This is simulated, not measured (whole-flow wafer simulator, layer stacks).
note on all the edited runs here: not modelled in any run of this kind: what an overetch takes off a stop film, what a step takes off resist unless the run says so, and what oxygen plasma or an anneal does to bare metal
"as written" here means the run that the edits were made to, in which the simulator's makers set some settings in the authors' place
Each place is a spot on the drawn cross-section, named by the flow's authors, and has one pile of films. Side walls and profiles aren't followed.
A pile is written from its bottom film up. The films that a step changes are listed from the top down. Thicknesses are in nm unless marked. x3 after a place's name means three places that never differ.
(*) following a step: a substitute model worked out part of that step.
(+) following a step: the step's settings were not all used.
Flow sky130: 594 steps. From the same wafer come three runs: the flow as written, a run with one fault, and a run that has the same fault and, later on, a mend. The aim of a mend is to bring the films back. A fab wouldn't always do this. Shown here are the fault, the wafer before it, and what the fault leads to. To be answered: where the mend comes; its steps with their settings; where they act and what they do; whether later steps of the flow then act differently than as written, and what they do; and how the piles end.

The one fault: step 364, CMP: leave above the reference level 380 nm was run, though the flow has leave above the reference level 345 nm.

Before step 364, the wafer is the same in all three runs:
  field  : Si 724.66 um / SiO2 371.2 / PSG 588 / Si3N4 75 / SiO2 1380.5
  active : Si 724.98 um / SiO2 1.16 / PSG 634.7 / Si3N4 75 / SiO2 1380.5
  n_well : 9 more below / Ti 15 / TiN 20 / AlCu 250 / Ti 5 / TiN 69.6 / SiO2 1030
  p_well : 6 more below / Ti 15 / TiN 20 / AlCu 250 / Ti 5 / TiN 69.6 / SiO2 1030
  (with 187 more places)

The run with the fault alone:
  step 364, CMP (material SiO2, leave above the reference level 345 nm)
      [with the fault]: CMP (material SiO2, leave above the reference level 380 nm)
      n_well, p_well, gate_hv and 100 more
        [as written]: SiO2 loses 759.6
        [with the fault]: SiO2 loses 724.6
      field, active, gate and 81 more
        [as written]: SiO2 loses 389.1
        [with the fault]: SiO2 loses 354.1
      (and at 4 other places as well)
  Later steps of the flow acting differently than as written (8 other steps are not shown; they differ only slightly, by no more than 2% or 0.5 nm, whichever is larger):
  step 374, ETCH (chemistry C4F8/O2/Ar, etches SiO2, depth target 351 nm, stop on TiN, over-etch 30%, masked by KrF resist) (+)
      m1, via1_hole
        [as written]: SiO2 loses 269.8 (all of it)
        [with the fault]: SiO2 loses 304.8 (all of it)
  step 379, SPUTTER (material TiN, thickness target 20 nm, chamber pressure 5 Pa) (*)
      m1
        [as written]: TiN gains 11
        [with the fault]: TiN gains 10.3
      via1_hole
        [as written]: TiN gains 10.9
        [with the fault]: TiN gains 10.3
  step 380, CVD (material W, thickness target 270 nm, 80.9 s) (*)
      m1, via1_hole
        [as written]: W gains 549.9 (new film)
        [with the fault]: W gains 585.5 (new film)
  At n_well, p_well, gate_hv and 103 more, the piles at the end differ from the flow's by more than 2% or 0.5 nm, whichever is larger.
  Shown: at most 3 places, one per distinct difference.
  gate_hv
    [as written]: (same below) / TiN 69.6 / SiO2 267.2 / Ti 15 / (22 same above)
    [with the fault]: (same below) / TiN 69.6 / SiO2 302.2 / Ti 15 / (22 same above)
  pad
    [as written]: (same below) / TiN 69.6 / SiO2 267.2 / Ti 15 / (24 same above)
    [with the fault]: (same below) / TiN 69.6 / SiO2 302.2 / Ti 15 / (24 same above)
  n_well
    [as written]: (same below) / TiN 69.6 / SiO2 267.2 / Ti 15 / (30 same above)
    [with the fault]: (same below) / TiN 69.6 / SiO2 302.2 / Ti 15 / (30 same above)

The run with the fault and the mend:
  The mend follows step 364.
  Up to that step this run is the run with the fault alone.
  step 364a, CMP (material SiO2, leave above the reference level 345 nm) (a further turn of the flow's step 364)
      field, active, n_well and 188 more
        SiO2 loses 35
  Every later step of the flow that is run acts as written at every place that is followed.
  At every place that both follow, the piles at the end match the flow's.
